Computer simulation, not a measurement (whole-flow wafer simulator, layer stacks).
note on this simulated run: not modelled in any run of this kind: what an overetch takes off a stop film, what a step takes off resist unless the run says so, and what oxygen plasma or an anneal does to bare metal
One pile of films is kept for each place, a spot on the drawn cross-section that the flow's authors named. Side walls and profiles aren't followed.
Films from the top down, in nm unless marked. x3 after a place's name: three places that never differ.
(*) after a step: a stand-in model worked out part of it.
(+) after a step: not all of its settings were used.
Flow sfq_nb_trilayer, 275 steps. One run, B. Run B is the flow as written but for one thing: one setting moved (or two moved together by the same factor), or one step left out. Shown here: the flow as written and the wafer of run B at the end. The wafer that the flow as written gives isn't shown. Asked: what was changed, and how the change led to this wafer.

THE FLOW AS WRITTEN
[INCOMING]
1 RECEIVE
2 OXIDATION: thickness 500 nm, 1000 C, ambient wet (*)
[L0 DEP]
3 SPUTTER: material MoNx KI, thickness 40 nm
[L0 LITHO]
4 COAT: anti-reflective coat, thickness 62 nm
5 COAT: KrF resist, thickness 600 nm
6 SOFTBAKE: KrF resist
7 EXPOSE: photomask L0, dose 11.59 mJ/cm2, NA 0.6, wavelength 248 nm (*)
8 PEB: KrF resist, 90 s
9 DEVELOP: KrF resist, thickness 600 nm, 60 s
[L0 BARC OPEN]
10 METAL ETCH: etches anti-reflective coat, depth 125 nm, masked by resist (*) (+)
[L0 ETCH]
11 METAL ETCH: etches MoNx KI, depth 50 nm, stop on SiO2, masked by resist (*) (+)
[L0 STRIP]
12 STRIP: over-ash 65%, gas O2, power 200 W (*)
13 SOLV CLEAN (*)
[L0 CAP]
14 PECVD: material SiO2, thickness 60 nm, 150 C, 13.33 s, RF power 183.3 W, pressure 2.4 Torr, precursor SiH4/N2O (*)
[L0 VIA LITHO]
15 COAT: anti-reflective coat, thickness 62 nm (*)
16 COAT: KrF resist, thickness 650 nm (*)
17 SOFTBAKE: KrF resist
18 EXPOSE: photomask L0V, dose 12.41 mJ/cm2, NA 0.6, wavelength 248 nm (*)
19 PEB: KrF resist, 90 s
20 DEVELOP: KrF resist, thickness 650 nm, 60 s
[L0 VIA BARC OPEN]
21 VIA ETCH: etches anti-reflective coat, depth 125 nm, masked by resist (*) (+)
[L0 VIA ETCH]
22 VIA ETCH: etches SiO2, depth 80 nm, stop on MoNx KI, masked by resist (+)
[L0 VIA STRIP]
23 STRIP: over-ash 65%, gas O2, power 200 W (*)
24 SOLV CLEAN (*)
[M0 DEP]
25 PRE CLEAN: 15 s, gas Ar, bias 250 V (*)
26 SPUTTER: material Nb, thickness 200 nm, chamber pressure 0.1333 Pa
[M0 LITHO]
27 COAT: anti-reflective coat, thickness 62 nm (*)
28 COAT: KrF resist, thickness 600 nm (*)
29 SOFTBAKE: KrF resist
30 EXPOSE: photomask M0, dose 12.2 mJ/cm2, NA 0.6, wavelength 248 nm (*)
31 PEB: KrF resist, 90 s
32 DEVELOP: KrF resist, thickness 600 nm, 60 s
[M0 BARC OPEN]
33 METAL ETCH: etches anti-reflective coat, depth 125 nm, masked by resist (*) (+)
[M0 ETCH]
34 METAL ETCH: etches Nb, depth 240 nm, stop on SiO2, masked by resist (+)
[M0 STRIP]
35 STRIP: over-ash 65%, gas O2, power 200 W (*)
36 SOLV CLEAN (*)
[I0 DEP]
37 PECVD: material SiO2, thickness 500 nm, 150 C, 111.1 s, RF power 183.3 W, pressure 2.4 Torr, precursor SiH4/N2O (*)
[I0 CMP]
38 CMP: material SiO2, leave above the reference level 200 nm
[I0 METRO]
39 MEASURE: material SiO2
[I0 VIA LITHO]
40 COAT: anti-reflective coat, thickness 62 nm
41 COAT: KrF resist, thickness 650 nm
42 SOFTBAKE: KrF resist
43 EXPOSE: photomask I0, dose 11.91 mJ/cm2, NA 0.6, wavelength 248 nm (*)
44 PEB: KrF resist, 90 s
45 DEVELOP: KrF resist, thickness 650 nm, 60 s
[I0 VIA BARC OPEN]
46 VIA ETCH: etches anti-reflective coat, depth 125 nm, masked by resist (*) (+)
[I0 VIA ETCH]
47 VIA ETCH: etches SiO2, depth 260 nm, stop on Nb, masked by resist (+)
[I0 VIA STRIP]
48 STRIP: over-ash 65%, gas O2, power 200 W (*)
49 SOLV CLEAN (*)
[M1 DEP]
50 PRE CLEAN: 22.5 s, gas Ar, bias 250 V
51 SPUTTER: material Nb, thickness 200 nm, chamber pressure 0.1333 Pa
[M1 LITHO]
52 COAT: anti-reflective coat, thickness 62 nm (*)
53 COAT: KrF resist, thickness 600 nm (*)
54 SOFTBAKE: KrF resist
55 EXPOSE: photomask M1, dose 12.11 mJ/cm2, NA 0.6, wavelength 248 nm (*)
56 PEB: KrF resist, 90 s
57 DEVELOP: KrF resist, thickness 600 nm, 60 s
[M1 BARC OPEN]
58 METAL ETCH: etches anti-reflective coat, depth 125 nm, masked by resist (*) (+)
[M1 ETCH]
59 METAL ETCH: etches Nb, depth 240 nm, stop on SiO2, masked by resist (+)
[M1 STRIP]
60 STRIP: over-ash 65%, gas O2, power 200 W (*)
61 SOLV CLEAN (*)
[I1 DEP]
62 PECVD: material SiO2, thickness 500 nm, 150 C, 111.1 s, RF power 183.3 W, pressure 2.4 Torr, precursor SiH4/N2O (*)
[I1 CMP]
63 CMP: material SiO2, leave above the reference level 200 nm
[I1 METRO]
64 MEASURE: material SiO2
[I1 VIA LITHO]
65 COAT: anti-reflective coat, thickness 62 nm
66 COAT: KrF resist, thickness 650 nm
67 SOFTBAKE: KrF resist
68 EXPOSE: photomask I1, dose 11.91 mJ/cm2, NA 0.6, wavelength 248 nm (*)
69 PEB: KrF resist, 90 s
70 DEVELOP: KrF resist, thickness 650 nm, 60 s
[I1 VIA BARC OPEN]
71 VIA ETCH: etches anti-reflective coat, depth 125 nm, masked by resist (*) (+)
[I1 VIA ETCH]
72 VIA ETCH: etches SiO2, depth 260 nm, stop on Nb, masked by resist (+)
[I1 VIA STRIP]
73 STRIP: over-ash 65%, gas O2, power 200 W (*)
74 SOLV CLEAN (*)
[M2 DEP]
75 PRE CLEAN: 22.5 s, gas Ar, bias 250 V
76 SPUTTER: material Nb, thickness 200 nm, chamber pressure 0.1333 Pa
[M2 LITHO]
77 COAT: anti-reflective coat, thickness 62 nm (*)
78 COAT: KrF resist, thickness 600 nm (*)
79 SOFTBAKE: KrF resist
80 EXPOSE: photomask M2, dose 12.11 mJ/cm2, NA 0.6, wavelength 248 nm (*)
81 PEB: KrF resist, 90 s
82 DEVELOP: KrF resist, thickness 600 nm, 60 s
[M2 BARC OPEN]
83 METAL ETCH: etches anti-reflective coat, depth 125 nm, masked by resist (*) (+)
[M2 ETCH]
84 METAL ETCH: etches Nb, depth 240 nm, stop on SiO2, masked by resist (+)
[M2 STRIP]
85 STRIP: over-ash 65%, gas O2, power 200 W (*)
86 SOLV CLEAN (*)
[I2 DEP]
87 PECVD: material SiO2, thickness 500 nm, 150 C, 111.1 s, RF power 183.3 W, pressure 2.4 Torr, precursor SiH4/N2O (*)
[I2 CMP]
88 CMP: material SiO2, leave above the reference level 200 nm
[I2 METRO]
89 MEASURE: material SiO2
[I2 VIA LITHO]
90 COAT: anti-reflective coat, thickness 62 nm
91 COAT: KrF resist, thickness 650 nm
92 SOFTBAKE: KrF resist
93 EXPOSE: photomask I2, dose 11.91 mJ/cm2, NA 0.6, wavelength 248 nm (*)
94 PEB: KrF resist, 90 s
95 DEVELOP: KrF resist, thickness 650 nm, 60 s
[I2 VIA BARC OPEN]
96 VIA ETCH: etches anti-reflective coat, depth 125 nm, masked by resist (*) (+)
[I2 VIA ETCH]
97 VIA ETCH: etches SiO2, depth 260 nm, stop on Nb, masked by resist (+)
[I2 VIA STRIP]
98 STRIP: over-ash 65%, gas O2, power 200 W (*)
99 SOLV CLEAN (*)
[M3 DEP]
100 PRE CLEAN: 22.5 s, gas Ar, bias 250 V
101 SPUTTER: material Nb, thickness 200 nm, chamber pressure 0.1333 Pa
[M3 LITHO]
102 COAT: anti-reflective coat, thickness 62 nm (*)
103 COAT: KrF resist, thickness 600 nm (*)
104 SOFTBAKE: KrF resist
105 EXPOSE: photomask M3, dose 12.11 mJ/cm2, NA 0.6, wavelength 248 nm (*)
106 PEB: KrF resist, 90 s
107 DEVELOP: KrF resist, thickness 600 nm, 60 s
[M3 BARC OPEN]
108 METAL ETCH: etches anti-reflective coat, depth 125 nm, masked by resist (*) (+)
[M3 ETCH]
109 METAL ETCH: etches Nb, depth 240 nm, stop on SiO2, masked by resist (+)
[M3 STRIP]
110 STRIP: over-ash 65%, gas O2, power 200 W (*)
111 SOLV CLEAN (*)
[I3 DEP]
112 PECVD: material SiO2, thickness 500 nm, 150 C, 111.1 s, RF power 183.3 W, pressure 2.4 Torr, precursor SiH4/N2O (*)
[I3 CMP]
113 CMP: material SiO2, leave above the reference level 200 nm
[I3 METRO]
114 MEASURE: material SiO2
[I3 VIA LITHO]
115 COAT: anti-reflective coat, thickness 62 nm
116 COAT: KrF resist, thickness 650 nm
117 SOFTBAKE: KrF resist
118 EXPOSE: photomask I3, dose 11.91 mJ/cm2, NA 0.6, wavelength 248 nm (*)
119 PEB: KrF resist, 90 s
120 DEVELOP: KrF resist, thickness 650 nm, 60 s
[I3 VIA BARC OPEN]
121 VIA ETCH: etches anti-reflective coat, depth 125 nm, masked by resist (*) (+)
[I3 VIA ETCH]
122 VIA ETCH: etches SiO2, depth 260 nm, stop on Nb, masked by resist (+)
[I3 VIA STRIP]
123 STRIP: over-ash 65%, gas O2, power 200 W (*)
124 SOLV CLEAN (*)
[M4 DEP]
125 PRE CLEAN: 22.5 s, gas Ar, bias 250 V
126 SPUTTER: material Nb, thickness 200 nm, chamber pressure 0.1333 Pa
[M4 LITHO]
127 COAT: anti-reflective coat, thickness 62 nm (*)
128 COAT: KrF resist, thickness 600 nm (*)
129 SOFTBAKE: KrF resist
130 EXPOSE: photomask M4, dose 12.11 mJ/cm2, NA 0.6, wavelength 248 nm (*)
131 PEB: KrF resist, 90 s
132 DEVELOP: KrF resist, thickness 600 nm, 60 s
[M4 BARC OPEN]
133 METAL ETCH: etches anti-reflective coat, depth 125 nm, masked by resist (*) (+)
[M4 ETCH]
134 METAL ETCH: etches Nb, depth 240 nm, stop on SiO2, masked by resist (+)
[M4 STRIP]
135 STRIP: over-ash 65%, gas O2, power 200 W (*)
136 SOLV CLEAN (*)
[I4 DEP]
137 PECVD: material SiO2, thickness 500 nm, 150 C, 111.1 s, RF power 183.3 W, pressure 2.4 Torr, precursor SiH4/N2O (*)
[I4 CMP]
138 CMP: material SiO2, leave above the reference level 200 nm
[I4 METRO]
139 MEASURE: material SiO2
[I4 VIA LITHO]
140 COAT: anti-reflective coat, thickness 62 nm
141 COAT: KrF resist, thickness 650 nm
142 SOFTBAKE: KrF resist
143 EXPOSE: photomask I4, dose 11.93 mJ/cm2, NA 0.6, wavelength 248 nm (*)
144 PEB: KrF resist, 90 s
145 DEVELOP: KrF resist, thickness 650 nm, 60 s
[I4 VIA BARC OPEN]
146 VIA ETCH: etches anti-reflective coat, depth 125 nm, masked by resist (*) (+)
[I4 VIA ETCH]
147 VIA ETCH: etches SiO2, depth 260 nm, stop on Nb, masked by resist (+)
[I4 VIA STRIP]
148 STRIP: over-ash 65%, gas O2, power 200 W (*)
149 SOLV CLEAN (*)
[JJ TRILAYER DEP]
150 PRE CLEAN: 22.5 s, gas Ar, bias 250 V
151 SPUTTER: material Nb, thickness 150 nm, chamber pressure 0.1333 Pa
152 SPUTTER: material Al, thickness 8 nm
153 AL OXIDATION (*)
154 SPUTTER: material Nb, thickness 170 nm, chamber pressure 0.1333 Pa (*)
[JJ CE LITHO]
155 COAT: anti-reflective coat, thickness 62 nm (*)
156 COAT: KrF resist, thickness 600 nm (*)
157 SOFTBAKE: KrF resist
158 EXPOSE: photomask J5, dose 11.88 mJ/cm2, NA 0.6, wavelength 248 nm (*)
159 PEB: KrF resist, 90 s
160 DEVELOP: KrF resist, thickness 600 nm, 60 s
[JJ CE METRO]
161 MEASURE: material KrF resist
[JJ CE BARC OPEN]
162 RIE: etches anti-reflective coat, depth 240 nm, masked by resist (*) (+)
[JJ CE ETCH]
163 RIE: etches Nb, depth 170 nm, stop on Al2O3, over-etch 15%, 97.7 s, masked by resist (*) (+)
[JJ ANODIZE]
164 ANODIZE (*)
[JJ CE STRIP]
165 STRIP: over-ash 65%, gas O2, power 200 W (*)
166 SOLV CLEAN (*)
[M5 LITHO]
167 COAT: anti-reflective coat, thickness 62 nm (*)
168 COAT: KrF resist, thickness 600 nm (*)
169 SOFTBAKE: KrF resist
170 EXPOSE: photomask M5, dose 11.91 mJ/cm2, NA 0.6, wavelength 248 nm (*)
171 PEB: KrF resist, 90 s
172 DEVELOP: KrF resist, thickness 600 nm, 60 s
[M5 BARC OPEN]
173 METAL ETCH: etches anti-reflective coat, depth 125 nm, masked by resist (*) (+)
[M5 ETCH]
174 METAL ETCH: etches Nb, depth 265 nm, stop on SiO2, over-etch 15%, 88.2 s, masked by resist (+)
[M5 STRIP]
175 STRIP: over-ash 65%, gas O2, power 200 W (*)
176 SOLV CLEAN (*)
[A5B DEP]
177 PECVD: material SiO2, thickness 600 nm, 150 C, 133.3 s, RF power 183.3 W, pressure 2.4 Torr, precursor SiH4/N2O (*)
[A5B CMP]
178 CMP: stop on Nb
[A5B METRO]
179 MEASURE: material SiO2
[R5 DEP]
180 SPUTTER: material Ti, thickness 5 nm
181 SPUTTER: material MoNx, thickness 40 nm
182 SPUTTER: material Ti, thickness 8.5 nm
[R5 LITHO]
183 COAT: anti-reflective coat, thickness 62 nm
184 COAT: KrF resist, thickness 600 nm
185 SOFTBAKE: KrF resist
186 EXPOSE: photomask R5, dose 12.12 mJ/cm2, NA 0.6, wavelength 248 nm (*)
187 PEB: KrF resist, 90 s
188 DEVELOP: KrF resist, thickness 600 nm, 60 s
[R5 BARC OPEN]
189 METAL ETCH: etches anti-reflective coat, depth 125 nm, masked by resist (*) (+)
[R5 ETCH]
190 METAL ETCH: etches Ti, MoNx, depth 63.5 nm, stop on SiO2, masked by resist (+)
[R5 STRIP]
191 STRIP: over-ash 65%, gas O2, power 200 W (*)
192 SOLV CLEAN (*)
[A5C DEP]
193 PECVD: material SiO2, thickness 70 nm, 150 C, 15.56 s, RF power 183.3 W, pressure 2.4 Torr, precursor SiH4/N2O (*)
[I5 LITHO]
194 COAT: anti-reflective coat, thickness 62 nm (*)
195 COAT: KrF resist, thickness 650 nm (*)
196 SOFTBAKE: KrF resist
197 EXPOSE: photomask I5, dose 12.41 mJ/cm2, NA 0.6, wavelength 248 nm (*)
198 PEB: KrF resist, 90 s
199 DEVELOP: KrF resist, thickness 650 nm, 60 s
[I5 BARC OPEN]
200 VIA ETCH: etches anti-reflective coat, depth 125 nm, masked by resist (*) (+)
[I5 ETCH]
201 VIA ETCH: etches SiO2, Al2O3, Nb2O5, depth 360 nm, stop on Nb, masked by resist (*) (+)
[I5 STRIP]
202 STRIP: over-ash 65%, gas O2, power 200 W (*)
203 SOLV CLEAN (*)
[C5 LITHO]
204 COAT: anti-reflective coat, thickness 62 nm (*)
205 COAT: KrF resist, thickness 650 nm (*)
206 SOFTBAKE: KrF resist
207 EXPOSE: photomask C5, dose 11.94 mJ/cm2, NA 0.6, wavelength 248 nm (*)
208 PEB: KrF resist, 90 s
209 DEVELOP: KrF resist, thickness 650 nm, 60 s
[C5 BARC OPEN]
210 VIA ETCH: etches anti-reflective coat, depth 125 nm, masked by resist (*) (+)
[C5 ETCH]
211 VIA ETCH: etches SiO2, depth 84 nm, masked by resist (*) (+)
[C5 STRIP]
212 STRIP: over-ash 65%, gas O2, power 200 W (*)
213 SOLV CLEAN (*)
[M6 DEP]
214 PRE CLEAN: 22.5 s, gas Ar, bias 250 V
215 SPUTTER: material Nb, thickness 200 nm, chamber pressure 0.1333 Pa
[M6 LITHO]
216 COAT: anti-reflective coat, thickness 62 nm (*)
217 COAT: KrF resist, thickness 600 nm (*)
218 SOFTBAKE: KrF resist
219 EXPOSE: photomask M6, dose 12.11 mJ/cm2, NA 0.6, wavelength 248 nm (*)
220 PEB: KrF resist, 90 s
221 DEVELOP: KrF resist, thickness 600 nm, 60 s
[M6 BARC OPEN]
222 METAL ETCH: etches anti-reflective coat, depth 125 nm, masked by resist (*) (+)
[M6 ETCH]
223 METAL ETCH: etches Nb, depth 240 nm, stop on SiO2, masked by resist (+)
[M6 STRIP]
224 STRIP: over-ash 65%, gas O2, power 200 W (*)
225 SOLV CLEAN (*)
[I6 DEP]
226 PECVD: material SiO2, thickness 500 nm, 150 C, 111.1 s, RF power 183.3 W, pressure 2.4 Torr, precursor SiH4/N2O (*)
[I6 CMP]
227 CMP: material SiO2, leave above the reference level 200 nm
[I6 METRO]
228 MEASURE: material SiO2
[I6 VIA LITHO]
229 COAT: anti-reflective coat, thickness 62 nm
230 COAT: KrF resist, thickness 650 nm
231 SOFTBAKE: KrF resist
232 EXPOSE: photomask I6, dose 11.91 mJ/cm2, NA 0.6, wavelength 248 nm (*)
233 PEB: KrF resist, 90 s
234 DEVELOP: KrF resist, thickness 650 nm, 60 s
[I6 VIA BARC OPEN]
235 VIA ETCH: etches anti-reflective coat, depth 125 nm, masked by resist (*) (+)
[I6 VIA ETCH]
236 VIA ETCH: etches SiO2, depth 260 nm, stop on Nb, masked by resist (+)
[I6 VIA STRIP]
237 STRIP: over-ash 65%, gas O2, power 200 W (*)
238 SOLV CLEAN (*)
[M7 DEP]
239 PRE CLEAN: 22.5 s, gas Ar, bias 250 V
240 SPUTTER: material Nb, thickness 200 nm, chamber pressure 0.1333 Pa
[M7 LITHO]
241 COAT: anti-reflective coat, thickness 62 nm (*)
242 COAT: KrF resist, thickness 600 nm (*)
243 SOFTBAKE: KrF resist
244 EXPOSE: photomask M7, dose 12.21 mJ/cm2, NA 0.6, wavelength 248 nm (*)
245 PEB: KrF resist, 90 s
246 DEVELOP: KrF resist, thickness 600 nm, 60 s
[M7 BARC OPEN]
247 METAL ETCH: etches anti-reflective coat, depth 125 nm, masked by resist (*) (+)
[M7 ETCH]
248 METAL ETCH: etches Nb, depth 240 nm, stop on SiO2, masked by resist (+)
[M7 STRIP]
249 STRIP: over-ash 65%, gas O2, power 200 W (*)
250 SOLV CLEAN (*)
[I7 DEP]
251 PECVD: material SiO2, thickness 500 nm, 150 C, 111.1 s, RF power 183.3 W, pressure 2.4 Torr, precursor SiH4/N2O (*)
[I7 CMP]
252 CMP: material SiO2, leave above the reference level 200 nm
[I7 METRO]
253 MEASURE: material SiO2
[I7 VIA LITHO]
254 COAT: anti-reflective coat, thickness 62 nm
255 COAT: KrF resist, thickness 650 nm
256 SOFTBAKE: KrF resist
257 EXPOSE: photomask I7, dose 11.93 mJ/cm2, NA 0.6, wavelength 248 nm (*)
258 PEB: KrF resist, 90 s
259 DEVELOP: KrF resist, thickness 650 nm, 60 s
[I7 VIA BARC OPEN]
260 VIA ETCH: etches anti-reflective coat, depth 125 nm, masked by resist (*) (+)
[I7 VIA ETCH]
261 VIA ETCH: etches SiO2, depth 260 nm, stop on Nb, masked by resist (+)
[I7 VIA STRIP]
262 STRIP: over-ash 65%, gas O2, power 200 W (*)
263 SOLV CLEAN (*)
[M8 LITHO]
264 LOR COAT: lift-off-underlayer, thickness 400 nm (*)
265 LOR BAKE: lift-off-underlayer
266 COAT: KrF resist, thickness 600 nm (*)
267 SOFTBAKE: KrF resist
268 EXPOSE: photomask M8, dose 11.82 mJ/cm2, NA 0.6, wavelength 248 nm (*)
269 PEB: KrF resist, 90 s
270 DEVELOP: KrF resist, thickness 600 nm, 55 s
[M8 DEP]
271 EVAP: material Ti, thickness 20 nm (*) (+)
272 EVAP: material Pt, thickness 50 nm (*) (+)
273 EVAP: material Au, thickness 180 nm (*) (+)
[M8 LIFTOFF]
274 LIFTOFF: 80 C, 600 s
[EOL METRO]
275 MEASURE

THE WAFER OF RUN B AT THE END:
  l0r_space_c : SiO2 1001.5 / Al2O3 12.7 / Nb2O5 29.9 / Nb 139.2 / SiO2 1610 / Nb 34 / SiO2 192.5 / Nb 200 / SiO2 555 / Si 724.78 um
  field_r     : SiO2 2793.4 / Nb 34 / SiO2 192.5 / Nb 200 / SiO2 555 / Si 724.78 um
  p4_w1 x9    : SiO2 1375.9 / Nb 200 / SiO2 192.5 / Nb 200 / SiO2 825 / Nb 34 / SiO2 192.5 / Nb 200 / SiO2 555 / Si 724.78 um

The cause: step 51, SPUTTER: thickness 274 nm was run, where the flow has thickness 200 nm.

How the change led to this, step by step:
  51 SPUTTER: material Nb, thickness 200 nm, chamber pressure 0.1333 Pa
      field_l, v_sur, via_wl and 102 more: Nb +274 (new film) (as written it would be: Nb +200 (new film))
      via_w: Nb +240.1 (as written it would be: Nb +174.5)
  52 COAT: anti-reflective coat, thickness 62 nm (*)
      via_wr: anti-reflective coat +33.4 (new film) (as written it would be: anti-reflective coat +34.9 (new film))
  59 METAL ETCH: etches Nb, depth 240 nm, stop on SiO2, masked by resist (+)
      field_l, be, be_sur and 79 more: Nb -240 (as written it would be: Nb -200 (all of it))
  60 STRIP: over-ash 65%, gas O2, power 200 W (*)
      via_wr: KrF resist -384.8 (all of it), anti-reflective coat -33.4 (all of it) (as written it would be: KrF resist -384.4 (all of it), anti-reflective coat -34.9 (all of it))
  62 PECVD: material SiO2, thickness 500 nm, 150 C, 111.1 s, RF power 183.3 W, pressure 2.4 Torr, precursor SiH4/N2O (*)
      field_l, be, be_sur and 72 more: SiO2 +500 (new film) (as written it would be: SiO2 +500)
      lsp_m, ln_m6, lsp_r, l0_sur, l0v: SiO2 +493.9 (new film) (as written it would be: SiO2 +494.9)
      (and at 3 more places)
  63 CMP: material SiO2, leave above the reference level 200 nm
      field_l, be, be_sur and 72 more: SiO2 -60 (as written it would be: SiO2 -100)
      lsp_m, ln_m6, lsp_r, l0_sur, l0v: SiO2 -53.9 (as written it would be: SiO2 -94.9)
      (and at 1 more place)
Counting metal films that touch as one body, l0r_space_c has 3 bodies (between them, from the top down: SiO2 1610; SiO2 192.5); the flow as written gives 2 bodies (between them, from the top down: SiO2 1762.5).
Counting metal films that touch as one body, field_r has 2 bodies (between them, from the top down: SiO2 192.5); the flow as written gives 1 body.
Counting metal films that touch as one body, p4_w1 x9 has 4 bodies (between them, from the top down: SiO2 192.5; SiO2 825; SiO2 192.5); the flow as written gives 3 bodies (between them, from the top down: SiO2 192.5; SiO2 977.5).
